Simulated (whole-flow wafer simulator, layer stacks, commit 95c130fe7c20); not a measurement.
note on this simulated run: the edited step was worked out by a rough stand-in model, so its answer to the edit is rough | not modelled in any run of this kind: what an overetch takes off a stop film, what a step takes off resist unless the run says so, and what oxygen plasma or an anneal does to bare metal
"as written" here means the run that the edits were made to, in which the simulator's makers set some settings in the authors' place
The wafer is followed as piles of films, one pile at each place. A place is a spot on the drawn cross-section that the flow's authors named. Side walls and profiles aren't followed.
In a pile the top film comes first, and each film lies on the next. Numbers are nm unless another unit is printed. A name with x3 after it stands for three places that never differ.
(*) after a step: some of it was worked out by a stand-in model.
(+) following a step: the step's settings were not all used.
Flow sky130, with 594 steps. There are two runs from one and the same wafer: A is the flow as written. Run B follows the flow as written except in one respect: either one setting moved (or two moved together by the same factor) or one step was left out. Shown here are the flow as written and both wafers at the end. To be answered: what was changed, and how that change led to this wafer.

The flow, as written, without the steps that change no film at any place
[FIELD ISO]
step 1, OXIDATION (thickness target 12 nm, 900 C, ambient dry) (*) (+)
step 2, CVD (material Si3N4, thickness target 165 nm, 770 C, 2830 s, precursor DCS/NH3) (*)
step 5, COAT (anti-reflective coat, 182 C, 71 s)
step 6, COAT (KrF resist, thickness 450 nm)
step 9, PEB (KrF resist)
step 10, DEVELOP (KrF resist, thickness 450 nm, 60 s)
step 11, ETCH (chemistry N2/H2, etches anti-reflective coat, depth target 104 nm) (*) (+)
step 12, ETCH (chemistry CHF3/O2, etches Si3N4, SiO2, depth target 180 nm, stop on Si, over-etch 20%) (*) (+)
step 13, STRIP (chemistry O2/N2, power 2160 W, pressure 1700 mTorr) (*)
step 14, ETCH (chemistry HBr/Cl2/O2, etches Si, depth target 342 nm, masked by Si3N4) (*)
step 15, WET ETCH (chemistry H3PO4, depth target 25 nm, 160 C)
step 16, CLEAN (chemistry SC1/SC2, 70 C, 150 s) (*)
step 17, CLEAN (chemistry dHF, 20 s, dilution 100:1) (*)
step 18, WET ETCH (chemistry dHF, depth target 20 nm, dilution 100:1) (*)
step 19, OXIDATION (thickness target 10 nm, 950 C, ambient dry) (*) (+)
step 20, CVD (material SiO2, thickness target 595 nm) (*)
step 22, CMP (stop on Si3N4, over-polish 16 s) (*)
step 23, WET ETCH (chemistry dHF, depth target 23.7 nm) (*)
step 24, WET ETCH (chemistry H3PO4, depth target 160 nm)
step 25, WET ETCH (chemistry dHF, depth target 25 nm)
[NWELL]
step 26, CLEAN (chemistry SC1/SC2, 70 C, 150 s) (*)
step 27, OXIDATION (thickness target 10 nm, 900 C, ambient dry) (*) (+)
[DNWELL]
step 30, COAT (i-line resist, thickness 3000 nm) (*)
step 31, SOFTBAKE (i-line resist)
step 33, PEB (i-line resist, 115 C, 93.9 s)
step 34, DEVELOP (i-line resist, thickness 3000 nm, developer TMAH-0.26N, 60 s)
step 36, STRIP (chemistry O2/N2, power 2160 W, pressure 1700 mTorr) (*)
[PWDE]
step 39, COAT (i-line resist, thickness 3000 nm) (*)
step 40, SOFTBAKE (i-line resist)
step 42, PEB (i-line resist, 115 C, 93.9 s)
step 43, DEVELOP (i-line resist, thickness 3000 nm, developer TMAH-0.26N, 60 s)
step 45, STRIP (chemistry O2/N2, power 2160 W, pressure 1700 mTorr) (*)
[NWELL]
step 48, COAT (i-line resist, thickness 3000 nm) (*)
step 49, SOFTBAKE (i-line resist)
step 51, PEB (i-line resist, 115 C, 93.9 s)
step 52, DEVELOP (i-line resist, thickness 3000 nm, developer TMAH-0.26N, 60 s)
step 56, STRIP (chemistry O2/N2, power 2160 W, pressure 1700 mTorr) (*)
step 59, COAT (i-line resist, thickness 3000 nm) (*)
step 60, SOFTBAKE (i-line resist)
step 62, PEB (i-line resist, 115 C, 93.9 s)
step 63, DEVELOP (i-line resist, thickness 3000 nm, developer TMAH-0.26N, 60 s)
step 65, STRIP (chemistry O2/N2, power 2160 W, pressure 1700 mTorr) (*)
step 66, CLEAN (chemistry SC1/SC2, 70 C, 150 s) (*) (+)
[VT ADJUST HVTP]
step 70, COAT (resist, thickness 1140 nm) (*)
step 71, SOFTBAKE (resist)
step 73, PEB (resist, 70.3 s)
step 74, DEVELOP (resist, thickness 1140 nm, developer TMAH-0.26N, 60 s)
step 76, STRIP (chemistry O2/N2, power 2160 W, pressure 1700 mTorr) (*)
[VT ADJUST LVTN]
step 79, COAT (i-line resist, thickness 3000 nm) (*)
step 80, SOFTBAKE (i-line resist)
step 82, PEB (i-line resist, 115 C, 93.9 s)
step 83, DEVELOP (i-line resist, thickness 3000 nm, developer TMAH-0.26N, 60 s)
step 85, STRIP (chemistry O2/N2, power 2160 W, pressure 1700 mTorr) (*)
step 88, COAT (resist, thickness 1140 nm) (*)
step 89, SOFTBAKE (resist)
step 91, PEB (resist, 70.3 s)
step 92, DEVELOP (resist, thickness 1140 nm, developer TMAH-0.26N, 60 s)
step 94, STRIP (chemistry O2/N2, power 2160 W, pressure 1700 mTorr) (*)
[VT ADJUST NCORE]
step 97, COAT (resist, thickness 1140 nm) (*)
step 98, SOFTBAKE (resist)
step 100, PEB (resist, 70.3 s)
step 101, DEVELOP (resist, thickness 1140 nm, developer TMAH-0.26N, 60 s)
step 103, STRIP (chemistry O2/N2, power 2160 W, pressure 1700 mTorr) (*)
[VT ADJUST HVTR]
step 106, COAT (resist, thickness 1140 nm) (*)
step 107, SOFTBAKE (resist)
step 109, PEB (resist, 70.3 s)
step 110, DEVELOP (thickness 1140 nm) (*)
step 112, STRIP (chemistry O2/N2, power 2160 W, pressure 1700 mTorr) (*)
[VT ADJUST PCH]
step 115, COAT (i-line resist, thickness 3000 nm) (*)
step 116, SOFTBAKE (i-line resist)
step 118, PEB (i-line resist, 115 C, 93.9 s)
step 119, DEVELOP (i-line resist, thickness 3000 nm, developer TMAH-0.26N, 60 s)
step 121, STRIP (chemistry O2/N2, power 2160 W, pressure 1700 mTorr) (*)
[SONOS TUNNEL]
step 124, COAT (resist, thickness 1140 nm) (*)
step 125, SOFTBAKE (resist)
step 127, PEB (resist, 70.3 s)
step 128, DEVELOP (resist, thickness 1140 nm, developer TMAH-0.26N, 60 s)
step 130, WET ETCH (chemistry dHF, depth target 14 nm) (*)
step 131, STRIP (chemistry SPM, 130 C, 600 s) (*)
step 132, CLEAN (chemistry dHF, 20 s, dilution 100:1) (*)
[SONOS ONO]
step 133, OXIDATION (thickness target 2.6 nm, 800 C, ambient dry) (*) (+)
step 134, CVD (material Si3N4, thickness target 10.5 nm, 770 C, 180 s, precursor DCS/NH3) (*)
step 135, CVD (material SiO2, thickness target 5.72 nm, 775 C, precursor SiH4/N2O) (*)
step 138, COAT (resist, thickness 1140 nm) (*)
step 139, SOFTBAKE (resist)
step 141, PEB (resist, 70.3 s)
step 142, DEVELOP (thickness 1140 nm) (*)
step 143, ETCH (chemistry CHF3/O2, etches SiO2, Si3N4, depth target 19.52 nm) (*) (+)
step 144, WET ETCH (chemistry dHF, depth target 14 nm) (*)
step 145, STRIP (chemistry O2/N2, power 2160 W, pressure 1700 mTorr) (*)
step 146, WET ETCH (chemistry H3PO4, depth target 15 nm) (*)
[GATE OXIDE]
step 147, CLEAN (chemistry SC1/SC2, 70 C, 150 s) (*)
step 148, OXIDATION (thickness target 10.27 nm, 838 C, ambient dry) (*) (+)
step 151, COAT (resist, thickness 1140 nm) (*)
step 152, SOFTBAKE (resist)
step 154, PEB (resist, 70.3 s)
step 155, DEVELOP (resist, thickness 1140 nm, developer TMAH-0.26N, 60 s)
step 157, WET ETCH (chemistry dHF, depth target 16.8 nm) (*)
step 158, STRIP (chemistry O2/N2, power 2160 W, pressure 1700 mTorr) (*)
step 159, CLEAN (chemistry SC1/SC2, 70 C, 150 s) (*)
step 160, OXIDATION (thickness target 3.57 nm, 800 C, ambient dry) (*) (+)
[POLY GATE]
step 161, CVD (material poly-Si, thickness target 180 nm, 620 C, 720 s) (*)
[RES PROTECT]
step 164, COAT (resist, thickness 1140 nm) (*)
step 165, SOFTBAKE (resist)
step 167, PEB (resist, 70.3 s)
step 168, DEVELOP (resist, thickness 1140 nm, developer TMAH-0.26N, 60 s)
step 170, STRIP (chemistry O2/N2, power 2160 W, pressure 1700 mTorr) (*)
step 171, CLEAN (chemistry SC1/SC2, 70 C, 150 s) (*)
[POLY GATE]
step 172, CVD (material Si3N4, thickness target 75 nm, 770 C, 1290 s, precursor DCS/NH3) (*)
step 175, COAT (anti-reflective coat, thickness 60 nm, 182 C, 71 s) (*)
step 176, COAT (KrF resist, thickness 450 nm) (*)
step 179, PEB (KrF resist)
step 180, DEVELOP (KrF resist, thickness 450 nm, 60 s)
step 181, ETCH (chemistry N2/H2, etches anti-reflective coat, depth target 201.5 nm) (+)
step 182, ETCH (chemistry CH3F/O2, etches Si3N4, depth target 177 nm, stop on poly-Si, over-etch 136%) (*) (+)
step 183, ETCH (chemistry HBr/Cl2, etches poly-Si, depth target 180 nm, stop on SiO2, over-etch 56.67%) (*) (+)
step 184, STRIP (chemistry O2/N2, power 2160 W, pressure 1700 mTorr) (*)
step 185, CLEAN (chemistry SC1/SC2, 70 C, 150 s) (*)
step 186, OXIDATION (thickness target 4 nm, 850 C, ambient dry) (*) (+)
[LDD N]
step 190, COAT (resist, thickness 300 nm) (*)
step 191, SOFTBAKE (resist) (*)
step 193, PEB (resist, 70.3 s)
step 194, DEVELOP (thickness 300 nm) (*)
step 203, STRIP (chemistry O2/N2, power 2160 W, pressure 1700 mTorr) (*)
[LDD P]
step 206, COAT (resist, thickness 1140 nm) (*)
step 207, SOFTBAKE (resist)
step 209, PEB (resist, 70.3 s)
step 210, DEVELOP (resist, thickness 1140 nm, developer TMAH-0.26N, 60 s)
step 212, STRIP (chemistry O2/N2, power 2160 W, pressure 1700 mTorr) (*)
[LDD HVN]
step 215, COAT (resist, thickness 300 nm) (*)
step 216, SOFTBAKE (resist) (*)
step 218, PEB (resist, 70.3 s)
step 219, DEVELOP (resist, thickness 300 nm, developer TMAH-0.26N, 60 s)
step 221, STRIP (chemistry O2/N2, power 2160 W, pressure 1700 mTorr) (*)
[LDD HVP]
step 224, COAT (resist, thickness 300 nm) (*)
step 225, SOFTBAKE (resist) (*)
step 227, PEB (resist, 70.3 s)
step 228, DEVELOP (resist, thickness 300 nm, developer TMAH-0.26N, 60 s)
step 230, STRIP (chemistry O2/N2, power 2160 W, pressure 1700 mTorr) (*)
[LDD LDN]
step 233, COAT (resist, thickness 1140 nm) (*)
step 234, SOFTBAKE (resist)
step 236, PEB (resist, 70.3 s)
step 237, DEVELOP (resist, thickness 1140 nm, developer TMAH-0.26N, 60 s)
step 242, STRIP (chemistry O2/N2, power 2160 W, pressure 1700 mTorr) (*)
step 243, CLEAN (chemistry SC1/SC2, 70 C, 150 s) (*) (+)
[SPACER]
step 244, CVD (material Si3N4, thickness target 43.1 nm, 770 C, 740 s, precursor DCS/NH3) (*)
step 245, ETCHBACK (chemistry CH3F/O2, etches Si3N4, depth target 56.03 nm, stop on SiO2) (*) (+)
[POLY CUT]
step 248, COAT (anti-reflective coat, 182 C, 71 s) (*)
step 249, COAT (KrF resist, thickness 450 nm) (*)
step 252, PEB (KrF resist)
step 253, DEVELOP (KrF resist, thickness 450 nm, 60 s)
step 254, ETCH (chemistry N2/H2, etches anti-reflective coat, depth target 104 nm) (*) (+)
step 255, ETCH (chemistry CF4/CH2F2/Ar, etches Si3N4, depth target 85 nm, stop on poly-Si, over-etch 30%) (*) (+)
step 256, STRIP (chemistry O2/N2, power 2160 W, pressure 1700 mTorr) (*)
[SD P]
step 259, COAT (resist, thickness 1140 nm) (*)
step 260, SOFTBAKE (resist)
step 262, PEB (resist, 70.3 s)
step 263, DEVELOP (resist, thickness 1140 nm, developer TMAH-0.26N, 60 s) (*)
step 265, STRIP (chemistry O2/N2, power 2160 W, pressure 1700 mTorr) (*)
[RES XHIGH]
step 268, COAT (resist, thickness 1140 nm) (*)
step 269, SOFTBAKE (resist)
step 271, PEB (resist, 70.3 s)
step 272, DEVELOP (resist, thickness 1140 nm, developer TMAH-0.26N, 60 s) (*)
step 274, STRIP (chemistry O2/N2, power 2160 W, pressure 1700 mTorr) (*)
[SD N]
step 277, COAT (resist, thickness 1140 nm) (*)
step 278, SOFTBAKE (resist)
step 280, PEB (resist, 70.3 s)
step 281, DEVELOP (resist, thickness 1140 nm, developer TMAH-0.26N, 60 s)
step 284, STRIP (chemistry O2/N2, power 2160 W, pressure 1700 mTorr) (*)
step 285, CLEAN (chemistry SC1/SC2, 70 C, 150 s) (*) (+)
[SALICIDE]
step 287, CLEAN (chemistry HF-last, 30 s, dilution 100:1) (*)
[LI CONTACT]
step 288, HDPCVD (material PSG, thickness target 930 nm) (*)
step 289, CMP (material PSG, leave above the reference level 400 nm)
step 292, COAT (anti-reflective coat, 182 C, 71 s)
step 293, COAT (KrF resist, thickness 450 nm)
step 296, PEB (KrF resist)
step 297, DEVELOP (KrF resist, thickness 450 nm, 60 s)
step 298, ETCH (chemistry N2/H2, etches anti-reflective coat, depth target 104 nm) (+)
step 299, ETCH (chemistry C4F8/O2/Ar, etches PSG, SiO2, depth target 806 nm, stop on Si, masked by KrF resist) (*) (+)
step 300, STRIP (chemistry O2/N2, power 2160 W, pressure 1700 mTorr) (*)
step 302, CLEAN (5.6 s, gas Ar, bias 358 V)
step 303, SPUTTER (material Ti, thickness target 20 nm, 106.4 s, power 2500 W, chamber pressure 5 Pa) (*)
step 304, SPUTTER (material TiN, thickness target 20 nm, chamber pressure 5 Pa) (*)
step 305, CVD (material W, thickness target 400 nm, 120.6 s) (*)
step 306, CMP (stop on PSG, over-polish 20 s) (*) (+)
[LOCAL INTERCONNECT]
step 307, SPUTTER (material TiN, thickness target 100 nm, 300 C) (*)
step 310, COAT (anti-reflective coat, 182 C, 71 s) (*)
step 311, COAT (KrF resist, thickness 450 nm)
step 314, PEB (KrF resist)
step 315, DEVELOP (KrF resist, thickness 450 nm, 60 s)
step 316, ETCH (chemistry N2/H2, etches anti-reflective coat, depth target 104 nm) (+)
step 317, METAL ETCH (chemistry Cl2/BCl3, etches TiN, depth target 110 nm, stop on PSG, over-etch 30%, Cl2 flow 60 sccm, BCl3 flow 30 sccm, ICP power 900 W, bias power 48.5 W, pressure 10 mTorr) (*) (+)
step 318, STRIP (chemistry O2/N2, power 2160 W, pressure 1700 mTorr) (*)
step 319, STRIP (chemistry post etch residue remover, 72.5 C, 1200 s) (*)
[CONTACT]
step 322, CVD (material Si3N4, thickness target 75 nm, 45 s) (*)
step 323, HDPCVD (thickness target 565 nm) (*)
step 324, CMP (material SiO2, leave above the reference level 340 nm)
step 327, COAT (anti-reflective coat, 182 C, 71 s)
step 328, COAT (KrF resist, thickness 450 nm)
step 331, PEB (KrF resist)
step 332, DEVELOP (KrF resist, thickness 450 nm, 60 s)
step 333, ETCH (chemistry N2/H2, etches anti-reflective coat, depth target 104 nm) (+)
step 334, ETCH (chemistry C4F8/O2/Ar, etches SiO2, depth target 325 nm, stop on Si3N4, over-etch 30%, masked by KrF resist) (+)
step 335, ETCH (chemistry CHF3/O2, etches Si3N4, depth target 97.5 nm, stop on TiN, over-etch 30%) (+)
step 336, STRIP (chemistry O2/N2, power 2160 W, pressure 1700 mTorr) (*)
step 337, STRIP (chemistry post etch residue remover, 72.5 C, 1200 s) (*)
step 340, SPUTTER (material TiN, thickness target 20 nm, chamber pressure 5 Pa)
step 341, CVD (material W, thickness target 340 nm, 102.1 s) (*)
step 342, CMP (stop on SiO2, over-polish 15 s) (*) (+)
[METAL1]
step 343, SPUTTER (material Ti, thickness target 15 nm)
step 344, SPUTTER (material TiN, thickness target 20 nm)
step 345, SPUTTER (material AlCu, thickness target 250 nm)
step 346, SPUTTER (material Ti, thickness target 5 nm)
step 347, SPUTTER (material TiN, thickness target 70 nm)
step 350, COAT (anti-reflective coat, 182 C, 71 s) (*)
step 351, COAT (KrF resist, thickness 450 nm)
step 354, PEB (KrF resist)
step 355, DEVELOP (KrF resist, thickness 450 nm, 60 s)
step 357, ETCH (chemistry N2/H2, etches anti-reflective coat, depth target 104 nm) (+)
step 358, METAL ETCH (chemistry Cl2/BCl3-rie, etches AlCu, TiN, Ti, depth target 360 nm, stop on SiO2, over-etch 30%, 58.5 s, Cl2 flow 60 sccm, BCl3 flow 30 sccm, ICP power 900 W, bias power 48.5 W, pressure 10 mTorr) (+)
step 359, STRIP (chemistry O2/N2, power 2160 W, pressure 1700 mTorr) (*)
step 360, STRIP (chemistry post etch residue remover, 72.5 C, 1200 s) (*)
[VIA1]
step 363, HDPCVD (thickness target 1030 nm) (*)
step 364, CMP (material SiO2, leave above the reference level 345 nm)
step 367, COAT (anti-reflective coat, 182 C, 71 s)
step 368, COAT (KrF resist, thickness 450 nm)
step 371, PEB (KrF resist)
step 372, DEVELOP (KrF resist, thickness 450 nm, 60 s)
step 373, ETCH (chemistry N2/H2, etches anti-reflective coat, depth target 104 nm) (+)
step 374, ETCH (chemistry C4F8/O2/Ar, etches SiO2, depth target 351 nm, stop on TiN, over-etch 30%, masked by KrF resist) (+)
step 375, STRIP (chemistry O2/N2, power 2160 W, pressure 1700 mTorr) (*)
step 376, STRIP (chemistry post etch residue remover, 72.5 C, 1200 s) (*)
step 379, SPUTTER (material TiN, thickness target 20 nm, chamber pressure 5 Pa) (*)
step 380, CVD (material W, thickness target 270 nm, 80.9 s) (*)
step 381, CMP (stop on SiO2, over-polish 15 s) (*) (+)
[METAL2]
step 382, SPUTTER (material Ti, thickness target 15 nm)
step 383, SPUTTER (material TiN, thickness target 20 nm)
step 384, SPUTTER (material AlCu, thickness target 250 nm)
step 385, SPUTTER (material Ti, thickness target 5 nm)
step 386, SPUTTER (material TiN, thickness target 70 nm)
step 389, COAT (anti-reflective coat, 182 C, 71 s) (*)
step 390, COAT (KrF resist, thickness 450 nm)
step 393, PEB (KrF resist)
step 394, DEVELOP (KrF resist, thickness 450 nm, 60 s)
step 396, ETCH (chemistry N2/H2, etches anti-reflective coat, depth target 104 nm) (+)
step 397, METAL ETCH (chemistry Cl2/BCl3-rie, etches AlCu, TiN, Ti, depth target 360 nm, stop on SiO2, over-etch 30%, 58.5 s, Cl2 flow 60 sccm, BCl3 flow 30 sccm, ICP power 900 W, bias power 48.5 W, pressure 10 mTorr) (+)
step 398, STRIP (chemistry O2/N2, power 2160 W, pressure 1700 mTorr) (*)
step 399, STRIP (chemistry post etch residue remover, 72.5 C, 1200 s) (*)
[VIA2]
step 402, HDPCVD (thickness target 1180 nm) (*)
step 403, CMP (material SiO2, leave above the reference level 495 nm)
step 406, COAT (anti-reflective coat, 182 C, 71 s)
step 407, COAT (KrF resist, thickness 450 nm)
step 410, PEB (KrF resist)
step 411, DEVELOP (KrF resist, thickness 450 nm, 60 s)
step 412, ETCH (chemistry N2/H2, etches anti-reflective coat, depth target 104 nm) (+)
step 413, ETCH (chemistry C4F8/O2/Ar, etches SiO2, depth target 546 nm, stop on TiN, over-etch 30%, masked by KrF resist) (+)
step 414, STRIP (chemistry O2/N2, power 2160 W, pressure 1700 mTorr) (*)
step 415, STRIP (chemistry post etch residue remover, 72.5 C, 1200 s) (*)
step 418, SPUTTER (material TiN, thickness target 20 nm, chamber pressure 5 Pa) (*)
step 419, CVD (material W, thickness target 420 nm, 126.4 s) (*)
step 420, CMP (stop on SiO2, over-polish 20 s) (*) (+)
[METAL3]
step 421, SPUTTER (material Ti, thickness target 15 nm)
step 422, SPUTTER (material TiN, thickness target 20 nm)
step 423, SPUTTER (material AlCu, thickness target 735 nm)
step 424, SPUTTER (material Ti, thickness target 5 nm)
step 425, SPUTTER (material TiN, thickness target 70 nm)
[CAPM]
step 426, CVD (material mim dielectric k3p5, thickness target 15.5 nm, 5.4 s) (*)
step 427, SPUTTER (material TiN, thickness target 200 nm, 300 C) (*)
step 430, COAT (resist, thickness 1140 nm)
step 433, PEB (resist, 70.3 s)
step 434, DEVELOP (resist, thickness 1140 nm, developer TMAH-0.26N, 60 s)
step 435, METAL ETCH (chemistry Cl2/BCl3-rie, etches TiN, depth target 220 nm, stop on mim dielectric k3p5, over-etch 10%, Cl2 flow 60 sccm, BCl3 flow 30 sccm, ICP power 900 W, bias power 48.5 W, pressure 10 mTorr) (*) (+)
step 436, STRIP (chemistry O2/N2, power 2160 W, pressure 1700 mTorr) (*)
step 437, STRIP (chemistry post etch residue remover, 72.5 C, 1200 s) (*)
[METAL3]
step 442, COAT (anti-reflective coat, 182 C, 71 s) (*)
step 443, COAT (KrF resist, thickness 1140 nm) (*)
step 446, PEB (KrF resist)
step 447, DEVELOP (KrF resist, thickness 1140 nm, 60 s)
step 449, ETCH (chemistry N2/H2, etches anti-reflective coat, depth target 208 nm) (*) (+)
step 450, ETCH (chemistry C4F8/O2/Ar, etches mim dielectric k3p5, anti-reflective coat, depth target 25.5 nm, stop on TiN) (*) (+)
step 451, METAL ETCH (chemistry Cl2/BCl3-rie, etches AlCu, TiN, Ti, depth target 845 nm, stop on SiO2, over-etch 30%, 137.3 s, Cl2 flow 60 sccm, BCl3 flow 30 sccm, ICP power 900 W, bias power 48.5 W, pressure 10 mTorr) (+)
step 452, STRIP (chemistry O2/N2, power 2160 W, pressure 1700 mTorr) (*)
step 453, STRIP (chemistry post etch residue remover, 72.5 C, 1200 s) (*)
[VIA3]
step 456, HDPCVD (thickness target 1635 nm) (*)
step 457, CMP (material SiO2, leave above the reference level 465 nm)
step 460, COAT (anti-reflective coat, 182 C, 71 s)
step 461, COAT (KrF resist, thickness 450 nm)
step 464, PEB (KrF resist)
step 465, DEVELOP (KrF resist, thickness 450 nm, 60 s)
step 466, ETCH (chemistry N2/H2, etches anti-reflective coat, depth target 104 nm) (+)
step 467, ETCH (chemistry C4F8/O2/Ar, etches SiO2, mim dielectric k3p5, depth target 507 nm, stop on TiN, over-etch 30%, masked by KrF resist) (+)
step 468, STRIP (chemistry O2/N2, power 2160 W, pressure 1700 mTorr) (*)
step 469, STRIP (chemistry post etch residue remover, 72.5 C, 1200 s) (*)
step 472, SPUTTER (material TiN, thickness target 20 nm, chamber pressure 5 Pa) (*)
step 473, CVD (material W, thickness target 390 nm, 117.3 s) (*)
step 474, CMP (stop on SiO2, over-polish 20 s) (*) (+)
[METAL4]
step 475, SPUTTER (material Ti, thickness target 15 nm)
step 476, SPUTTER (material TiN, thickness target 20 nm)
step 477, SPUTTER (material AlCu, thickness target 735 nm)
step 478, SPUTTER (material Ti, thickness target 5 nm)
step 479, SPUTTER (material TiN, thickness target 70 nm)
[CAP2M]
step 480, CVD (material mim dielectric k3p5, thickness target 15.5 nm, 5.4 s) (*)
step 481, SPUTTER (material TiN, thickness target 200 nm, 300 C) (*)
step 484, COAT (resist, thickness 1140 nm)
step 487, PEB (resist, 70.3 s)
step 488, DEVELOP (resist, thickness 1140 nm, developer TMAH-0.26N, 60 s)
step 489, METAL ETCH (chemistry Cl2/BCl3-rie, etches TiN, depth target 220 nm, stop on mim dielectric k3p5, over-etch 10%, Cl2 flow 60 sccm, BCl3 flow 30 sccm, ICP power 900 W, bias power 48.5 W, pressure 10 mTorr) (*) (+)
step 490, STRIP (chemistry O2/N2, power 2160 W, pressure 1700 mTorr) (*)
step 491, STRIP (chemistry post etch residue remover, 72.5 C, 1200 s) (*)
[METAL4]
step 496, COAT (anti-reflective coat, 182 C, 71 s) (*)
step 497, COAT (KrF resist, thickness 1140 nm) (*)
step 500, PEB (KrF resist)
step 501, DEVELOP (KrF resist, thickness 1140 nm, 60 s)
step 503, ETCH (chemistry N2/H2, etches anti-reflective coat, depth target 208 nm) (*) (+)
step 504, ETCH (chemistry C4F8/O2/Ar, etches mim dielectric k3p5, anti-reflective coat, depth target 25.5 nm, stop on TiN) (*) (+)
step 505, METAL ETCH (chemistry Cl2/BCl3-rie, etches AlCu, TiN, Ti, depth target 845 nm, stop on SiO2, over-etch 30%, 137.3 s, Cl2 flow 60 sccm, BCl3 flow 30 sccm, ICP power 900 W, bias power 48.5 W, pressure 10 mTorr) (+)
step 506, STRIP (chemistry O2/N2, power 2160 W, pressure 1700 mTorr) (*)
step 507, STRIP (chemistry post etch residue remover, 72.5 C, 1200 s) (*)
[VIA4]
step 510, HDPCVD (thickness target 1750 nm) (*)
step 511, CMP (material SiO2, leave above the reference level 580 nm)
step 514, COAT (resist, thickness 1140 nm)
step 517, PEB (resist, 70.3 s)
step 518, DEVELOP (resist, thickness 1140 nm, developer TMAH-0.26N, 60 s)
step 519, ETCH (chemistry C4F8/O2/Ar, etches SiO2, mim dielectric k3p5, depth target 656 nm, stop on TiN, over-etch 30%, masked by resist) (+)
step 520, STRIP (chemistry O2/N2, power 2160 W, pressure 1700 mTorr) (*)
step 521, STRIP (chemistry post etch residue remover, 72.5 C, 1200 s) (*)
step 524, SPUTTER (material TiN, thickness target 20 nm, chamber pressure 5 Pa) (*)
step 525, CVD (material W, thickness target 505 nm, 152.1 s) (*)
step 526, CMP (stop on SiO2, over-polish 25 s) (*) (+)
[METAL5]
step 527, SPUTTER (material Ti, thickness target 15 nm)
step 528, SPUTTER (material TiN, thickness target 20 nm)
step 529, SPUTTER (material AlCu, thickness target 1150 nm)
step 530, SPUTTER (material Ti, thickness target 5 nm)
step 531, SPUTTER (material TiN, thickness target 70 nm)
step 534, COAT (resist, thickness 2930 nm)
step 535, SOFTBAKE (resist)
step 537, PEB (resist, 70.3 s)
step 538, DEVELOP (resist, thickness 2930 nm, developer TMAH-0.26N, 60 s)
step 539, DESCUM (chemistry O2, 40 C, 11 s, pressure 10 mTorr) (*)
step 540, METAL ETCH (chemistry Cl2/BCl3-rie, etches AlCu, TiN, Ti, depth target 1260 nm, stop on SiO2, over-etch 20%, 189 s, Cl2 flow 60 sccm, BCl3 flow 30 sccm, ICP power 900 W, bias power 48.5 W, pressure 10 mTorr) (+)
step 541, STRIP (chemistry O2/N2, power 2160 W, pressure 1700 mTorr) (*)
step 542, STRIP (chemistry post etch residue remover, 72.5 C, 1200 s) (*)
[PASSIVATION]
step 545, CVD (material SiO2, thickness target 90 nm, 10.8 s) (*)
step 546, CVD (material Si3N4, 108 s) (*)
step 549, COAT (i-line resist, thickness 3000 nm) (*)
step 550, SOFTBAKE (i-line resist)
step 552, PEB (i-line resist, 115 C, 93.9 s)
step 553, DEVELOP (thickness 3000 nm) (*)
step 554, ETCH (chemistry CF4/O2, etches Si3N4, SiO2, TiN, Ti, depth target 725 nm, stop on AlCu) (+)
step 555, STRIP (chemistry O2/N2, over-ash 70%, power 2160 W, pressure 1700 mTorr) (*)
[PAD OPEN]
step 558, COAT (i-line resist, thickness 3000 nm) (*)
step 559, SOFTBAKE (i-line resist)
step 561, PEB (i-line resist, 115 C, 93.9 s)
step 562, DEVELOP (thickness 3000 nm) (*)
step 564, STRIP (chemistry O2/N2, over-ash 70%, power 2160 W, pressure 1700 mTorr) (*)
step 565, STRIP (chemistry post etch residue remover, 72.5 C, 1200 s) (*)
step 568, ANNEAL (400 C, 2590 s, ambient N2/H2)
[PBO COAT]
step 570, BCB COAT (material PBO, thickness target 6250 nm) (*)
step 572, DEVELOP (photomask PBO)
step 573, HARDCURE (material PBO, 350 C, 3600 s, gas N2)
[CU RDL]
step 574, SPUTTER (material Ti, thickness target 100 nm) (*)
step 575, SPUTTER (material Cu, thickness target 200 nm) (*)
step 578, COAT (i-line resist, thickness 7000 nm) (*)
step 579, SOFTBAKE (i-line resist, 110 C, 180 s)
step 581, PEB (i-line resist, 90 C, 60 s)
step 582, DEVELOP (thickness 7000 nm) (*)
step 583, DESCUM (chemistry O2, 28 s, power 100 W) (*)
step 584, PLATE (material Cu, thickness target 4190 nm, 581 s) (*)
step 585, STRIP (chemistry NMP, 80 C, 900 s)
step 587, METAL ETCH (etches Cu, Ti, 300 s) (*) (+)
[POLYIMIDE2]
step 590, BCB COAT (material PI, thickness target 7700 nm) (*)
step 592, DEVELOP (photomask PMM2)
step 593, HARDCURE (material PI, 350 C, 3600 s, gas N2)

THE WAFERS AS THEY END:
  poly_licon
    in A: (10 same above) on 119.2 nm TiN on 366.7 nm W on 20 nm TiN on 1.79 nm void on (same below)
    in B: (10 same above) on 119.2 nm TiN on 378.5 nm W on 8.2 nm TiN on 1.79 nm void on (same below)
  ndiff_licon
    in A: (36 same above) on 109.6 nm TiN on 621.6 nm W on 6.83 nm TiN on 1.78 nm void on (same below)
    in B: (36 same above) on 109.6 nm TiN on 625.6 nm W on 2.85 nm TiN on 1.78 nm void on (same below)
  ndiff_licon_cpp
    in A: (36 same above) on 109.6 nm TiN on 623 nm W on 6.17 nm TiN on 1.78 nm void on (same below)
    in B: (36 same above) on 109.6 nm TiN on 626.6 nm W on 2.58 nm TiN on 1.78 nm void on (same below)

Cause: step 304, SPUTTER: thickness target 8.2 nm was run, whereas the flow has thickness target 20 nm.
One can read it off the wafer: poly_licon has TiN 8.2, and step 304 as written asks for 20 nm.

Step by step, how the change led to this:
  step 304, SPUTTER (material TiN, thickness target 20 nm, chamber pressure 5 Pa) (*)
      field, active, n_well and 185 more: A TiN gains 20 (new film) | B TiN gains 8.2 (new film)
      ndiff_licon: A TiN gains 6.83 (new film) | B TiN gains 2.85 (new film)
      (and at 2 other places as well)
  step 306, CMP (stop on PSG, over-polish 20 s) (*) (+)
      field, active, n_well and 184 more: A W loses 400 (all of it), TiN loses 20 (all of it), Ti loses 20 (all of it), PSG loses 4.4 | B W loses 400 (all of it), TiN loses 8.2 (all of it), Ti loses 20 (all of it), PSG loses 4.4
      ndiff_licon, ndiff_licon_cpp, rpo_hd_licon: A W loses 444.9 | B W loses 433.1
      (and at 1 other place as well)
